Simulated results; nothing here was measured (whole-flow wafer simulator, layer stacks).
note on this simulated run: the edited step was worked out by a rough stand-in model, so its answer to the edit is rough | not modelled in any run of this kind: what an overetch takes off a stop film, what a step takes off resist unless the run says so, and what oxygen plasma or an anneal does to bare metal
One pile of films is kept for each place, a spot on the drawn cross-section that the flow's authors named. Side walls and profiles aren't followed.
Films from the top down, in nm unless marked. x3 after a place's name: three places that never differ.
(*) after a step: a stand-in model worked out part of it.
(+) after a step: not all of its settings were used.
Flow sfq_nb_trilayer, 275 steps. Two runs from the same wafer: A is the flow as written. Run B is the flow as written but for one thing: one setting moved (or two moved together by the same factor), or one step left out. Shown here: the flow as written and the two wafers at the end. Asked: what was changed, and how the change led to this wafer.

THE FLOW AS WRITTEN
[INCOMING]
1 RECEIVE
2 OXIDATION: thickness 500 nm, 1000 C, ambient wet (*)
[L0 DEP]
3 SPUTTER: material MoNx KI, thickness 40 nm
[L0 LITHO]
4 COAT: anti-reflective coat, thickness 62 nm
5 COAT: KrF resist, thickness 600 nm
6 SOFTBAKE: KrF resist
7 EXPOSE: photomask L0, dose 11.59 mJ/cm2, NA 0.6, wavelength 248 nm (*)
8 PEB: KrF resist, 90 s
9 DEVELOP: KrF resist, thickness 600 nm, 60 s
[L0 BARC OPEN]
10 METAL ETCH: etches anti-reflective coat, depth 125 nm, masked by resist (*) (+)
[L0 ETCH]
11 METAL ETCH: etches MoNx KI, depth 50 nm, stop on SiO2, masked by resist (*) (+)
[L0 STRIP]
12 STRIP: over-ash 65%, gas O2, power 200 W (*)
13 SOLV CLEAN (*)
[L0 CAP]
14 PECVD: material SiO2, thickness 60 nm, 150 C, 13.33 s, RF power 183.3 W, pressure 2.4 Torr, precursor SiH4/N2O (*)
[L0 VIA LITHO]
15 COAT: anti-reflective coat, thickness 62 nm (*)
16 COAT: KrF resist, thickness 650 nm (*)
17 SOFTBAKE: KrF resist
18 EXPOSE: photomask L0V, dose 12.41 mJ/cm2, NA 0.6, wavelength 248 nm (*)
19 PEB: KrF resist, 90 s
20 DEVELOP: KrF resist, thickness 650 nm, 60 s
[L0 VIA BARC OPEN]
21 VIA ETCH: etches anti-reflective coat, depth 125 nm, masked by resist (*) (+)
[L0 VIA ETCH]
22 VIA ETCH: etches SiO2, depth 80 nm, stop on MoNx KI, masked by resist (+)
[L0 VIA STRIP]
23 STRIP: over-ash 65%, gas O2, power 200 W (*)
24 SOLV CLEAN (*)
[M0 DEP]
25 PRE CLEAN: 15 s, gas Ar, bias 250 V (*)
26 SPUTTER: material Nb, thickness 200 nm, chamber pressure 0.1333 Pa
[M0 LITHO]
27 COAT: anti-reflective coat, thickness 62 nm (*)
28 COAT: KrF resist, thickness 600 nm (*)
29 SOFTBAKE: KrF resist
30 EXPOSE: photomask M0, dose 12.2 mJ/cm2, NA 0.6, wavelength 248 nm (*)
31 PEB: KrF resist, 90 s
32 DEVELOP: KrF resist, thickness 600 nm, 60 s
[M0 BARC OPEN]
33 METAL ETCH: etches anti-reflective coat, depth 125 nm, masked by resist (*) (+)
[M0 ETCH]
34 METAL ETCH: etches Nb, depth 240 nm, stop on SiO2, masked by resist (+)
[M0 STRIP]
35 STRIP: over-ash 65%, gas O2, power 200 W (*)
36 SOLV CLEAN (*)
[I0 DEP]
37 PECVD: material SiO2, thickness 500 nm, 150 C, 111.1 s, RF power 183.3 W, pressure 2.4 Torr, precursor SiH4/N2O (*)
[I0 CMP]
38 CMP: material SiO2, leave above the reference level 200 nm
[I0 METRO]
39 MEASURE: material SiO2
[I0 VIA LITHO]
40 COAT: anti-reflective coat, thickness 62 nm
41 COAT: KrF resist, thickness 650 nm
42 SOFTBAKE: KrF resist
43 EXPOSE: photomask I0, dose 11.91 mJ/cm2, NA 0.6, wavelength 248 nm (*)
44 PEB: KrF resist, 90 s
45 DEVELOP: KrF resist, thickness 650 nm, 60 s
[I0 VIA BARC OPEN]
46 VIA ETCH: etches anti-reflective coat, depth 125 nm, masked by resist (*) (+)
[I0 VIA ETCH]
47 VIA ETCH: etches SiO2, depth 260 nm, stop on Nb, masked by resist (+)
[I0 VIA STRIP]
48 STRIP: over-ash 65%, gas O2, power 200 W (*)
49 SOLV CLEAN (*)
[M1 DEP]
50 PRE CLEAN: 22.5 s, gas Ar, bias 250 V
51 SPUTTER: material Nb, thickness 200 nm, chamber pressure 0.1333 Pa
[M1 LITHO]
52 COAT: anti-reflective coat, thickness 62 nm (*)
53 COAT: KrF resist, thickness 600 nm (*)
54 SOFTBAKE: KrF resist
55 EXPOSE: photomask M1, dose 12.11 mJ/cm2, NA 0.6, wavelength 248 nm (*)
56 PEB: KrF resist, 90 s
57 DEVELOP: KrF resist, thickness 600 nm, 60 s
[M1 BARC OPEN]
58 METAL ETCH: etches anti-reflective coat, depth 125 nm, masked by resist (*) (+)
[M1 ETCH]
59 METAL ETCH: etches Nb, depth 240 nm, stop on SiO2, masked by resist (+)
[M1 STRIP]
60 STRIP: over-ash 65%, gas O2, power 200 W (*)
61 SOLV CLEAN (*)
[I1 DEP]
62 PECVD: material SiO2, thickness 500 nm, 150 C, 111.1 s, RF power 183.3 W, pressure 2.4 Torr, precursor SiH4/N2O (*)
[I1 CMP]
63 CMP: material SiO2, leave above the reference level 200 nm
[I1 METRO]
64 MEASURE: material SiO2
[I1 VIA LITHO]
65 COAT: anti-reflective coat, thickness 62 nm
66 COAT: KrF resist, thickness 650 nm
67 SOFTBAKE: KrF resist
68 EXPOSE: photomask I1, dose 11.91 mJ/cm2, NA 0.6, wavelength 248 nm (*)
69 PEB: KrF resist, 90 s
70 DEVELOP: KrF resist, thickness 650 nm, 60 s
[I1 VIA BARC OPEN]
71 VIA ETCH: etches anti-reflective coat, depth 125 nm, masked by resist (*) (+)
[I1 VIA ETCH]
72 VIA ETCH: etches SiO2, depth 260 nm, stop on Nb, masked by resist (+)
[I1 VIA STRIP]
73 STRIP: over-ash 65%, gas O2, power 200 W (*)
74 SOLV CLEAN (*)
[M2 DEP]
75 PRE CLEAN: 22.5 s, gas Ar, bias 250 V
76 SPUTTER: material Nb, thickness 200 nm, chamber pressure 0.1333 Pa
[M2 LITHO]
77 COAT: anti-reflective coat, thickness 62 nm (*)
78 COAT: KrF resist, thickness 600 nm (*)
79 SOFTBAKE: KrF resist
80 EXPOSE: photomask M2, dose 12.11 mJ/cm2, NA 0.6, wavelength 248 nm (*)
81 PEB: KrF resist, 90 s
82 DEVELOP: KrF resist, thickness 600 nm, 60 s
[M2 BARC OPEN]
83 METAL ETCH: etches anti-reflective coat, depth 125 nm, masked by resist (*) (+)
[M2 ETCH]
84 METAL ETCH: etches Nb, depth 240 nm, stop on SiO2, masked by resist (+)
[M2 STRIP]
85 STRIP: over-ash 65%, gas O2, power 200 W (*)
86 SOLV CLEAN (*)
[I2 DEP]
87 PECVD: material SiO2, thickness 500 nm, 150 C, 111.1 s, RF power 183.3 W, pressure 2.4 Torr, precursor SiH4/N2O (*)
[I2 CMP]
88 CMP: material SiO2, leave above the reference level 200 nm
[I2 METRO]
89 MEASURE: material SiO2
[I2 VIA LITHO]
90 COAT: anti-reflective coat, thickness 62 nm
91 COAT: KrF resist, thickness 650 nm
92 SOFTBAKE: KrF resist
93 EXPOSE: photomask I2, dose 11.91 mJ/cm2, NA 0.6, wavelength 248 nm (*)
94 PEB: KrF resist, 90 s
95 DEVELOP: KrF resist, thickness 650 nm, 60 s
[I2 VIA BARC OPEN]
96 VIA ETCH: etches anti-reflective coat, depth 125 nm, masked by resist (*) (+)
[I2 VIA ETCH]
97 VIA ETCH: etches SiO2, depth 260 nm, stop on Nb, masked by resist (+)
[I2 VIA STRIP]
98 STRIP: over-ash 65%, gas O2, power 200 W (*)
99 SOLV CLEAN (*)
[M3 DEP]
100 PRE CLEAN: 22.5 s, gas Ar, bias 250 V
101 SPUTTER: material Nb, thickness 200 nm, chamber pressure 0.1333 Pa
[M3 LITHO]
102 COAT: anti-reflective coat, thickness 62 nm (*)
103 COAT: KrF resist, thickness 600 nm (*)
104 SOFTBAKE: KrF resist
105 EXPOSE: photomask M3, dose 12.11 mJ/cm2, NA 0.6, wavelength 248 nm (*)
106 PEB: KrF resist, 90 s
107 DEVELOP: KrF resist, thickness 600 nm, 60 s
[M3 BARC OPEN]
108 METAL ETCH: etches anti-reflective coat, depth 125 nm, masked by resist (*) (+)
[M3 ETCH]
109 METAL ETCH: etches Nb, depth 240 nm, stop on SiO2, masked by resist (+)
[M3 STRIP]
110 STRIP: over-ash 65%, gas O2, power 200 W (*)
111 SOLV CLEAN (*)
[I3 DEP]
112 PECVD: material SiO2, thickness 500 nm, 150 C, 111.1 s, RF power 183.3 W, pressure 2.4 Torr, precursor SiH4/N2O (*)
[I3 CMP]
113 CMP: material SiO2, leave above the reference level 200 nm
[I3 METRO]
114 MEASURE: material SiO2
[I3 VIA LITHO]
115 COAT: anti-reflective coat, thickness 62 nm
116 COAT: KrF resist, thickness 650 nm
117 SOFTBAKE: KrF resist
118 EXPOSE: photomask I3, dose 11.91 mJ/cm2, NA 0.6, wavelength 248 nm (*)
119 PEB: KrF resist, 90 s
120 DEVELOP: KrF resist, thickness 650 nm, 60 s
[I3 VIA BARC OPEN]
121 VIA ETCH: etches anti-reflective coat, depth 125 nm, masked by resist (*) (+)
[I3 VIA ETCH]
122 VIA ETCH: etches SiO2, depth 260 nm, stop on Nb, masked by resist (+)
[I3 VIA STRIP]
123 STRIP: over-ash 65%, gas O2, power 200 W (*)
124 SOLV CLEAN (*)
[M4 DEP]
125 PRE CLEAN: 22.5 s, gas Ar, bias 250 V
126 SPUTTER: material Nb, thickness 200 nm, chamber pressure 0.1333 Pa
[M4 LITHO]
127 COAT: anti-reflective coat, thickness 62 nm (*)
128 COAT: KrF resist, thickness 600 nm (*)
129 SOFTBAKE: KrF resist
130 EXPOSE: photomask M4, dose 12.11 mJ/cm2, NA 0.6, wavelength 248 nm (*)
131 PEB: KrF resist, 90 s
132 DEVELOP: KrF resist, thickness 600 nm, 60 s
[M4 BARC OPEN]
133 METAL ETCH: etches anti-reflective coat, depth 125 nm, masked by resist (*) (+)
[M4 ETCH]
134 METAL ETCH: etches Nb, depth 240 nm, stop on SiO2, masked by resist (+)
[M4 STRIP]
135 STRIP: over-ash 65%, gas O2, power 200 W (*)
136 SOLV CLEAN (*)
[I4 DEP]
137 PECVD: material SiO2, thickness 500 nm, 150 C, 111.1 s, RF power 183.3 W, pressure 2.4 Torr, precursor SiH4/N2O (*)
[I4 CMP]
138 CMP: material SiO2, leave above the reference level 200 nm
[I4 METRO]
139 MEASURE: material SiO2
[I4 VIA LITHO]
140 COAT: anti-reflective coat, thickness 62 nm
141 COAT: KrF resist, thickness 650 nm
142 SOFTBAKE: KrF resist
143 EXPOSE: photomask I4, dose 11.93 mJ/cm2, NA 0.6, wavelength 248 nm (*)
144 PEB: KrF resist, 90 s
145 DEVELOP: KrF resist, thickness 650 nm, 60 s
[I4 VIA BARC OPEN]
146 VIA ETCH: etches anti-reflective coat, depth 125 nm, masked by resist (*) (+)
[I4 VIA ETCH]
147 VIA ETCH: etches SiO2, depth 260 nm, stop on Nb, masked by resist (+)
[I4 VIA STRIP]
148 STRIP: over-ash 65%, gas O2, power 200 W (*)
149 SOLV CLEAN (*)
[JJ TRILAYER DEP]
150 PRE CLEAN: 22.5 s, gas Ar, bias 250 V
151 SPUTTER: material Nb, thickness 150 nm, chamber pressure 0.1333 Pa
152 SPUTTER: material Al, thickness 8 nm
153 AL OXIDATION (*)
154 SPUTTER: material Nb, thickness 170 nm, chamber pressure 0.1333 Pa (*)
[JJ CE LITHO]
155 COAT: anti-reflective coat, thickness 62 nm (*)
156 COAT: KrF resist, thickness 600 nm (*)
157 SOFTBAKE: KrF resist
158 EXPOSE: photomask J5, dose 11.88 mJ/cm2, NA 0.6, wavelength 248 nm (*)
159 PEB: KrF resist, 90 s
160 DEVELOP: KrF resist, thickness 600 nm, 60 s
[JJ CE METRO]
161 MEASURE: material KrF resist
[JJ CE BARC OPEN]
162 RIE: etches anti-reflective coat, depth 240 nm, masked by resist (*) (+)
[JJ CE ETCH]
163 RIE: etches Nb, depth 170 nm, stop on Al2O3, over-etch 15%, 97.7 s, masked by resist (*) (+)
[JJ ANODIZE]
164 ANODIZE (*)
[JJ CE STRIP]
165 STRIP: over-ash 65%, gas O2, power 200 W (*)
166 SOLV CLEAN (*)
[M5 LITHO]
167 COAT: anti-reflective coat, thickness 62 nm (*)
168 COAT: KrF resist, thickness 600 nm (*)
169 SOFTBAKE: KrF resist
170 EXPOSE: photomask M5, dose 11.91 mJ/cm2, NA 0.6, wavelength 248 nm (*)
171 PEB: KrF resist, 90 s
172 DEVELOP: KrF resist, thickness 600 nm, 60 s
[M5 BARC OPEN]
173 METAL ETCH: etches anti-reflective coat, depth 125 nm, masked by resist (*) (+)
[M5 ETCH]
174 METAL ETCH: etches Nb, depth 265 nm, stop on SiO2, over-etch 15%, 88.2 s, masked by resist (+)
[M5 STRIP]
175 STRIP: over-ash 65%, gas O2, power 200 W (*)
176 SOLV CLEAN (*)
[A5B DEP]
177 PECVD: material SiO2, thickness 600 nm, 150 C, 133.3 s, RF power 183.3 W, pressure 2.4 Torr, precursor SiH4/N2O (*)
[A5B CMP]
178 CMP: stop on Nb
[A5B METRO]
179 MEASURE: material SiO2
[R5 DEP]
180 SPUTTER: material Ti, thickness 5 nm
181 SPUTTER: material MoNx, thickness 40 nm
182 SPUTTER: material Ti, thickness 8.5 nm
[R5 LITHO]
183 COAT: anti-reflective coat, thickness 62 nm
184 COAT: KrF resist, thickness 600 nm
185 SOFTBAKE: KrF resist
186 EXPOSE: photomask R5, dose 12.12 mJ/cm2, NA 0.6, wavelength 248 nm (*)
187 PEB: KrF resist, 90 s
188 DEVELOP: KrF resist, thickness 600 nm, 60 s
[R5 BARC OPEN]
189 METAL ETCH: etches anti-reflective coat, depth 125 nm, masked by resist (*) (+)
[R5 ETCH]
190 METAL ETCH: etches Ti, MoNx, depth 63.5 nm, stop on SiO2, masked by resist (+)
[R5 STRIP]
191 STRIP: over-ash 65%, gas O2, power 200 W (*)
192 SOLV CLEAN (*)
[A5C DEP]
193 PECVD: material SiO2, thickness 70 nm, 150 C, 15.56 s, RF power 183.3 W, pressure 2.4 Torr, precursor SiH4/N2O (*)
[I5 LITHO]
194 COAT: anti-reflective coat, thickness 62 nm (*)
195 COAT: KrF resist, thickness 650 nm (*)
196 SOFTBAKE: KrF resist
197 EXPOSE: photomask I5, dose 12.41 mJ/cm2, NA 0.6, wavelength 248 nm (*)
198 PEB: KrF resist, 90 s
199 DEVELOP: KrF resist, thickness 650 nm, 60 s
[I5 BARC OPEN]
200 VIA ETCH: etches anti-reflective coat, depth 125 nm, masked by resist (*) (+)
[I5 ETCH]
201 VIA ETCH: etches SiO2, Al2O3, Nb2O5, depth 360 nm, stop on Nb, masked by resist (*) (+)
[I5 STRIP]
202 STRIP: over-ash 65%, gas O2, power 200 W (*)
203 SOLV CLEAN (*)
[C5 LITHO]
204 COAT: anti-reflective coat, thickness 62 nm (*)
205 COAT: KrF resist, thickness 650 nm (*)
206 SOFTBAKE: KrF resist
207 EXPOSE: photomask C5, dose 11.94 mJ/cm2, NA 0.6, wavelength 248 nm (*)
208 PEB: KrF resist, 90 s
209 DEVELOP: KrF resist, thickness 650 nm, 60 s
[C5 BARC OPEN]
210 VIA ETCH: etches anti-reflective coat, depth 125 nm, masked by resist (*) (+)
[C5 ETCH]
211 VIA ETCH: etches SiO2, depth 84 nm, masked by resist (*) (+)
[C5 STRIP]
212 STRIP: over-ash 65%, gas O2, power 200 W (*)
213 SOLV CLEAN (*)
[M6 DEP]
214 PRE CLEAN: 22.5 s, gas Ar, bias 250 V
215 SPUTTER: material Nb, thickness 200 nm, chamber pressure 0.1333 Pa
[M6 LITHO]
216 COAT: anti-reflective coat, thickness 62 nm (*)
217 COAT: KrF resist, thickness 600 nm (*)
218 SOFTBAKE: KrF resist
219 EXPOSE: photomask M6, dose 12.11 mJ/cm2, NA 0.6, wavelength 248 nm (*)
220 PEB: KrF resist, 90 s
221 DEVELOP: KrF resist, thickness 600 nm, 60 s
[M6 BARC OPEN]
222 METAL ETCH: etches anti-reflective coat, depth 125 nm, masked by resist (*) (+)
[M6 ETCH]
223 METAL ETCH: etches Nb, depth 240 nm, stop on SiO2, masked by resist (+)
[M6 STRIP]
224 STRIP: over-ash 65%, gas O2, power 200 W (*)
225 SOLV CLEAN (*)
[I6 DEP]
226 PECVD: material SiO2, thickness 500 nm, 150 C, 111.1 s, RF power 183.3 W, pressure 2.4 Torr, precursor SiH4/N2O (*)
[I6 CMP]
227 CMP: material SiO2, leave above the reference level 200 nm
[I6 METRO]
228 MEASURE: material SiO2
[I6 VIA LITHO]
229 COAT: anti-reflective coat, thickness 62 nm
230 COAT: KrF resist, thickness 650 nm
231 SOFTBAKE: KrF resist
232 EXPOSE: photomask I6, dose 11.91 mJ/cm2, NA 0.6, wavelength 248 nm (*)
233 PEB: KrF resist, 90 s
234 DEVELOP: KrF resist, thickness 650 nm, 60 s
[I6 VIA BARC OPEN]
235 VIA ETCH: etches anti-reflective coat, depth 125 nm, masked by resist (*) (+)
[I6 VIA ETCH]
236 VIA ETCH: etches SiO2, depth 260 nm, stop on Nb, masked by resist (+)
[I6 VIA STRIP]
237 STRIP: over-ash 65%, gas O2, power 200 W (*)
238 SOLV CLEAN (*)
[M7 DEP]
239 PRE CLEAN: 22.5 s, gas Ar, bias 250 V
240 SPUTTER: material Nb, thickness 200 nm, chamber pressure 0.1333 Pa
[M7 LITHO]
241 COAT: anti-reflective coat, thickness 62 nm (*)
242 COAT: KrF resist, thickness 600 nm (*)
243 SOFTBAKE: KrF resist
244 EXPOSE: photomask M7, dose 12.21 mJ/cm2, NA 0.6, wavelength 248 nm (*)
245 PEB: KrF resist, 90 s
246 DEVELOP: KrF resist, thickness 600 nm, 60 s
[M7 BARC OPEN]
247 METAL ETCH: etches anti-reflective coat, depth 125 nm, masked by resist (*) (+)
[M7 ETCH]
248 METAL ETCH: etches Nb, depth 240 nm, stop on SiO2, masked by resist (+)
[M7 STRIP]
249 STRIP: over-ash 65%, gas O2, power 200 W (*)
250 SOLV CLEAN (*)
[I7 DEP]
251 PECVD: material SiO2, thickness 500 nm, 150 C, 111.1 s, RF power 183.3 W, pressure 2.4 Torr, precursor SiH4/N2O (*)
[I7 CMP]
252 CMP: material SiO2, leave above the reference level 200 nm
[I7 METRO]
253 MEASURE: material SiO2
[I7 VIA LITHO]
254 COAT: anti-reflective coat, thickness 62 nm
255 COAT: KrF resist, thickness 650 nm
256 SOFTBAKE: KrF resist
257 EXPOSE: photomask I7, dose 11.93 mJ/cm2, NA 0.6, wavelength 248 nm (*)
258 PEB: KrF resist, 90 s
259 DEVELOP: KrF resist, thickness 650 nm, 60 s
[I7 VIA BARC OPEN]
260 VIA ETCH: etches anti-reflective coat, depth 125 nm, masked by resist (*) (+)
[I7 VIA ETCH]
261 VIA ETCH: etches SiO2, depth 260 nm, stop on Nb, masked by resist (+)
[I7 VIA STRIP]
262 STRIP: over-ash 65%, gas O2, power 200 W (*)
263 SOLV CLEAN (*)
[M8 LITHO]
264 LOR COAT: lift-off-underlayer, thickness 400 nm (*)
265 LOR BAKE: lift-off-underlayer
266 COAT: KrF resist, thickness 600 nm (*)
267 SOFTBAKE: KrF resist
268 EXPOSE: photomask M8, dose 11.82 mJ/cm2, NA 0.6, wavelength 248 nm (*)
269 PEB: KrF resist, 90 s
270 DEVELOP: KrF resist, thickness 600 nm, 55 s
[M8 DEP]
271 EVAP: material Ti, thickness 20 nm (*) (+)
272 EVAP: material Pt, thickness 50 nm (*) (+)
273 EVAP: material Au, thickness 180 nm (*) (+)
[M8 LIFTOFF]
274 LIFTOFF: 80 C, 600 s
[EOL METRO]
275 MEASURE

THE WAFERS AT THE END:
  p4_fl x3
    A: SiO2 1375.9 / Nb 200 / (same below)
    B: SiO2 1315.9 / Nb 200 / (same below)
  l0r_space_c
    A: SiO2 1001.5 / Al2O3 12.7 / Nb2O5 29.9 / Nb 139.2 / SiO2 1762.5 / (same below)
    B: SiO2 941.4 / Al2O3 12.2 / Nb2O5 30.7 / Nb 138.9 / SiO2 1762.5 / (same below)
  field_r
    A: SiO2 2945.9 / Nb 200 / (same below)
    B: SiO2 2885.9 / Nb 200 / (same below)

The cause: step 154, SPUTTER: thickness 110 nm was run, where the flow has thickness 170 nm.

How the change led to this, step by step:
  154 SPUTTER: material Nb, thickness 170 nm, chamber pressure 0.1333 Pa (*)
      field_l, v_sur, via_sp and 100 more: A Nb +170 (new film) | B Nb +110 (new film)
      via_wl, via_wr: A Nb +140.7 (new film) | B Nb +90.9 (new film)
      (and at 1 more place)
  155 COAT: anti-reflective coat, thickness 62 nm (*)
      via_wl, via_wr: A anti-reflective coat +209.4 (new film) | B anti-reflective coat +194.5 (new film)
      via_w: A anti-reflective coat +97.4 (new film) | B anti-reflective coat +92.9 (new film)
  162 RIE: etches anti-reflective coat, depth 240 nm, masked by resist (*) (+)
      ce_l, c5j, ce_r, wl_jj: A KrF resist -209.4 | B KrF resist -194.5
      via_wl, via_wr: A anti-reflective coat -209.4 (all of it) | B anti-reflective coat -194.5 (all of it)
      (and at 1 more place)
  163 RIE: etches Nb, depth 170 nm, stop on Al2O3, over-etch 15%, 97.7 s, masked by resist (*) (+)
      field_l, v_sur, via_sp and 96 more: A Nb -170 (all of it), Al2O3 -0.51 | B Nb -110 (all of it), Al2O3 -0.96 (all of it)
      via_wl, via_wr: A Nb -140.7 (all of it), Al2O3 -0.96 (all of it) | B Nb -90.9 (all of it), Al2O3 -0.96 (all of it)
      (and at 1 more place)
  164 ANODIZE (*)
      field_l, v_sur, via_sp and 96 more: A Al2O3 +12.2, Nb2O5 +29.9 (new film), Al -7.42 (all of it), Nb -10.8 | B Al2O3 +12.2 (new film), Nb2O5 +30.7 (new film), Al -7.42 (all of it), Nb -11.1
  165 STRIP: over-ash 65%, gas O2, power 200 W (*)
      ce_l: A KrF resist -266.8 (all of it), anti-reflective coat -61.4 (all of it) | B KrF resist -281.6 (all of it), anti-reflective coat -61.4 (all of it)
      c5j: A KrF resist -266.9 (all of it), anti-reflective coat -61.5 (all of it) | B KrF resist -281.7 (all of it), anti-reflective coat -61.5 (all of it)
      (and at 2 more places)
  167 COAT: anti-reflective coat, thickness 62 nm (*)
      wl_j_sl, wl_j_sr: A anti-reflective coat +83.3 (new film) | B anti-reflective coat +75.6 (new film)
      gap: A anti-reflective coat +58.9 (new film) | B anti-reflective coat +60.7 (new film)
      (and at 8 more places)
  168 COAT: KrF resist, thickness 600 nm (*)
      ce_l: A KrF resist +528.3 (new film) | B KrF resist +563.1 (new film)
      c5j: A KrF resist +507.6 (new film) | B KrF resist +545.9 (new film)
      (and at 2 more places)
  173 METAL ETCH: etches anti-reflective coat, depth 125 nm, masked by resist (*) (+)
      wl_a_sl: A anti-reflective coat -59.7 (all of it), Al2O3 -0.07 | B anti-reflective coat -61.4 (all of it)
  174 METAL ETCH: etches Nb, depth 265 nm, stop on SiO2, over-etch 15%, 88.2 s, masked by resist (+)
      field_l, r_sur, res and 50 more: A Al2O3 -12.6 (all of it), Nb2O5 -29.9 (all of it), Nb -139.2 (all of it), SiO2 -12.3 | B Al2O3 -12.2 (all of it), Nb2O5 -30.7 (all of it), Nb -138.9 (all of it), SiO2 -12.3
  175 STRIP: over-ash 65%, gas O2, power 200 W (*)
      wl_j_sl, wl_j_sr: A KrF resist -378 (all of it), anti-reflective coat -83.3 (all of it) | B KrF resist -373 (all of it), anti-reflective coat -75.6 (all of it)
      gap: A KrF resist -383.4 (all of it), anti-reflective coat -58.9 (all of it) | B KrF resist -376.5 (all of it), anti-reflective coat -60.7 (all of it)
      (and at 7 more places)
  178 CMP: stop on Nb
      v_sur, via_sp, via_v and 43 more: A SiO2 -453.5 | B SiO2 -513.6
      field_l, p4_fl x3, p4_w1 x3 and 35 more: A SiO2 -259.3 | B SiO2 -319.3
      (and at 14 more places)
  201 VIA ETCH: etches SiO2, Al2O3, Nb2O5, depth 360 nm, stop on Nb, masked by resist (*) (+)
      be: A SiO2 -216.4 (all of it), Al2O3 -12.7 (all of it), Nb2O5 -29.9 (all of it) | B SiO2 -156.3 (all of it), Al2O3 -12.2 (all of it), Nb2O5 -30.7 (all of it)
  204 COAT: anti-reflective coat, thickness 62 nm (*)
      wire: A anti-reflective coat +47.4 (new film) | B anti-reflective coat +49.2 (new film)
      be: A anti-reflective coat +122.2 (new film) | B anti-reflective coat +113.3 (new film)
      (and at 1 more place)
  205 COAT: KrF resist, thickness 650 nm (*)
      be: A KrF resist +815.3 (new film) | B KrF resist +772.6 (new film)
  212 STRIP: over-ash 65%, gas O2, power 200 W (*)
      wire: A KrF resist -555.8 (all of it), anti-reflective coat -47.4 (all of it) | B KrF resist -559.1 (all of it), anti-reflective coat -49.2 (all of it)
      be: A KrF resist -728.2 (all of it), anti-reflective coat -122.2 (all of it) | B KrF resist -685.5 (all of it), anti-reflective coat -113.3 (all of it)
      (and at 1 more place)
  ... 4 more steps ...
  226 PECVD: material SiO2, thickness 500 nm, 150 C, 111.1 s, RF power 183.3 W, pressure 2.4 Torr, precursor SiH4/N2O (*)
      be: A SiO2 +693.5 (new film) | B SiO2 +619.9 (new film)
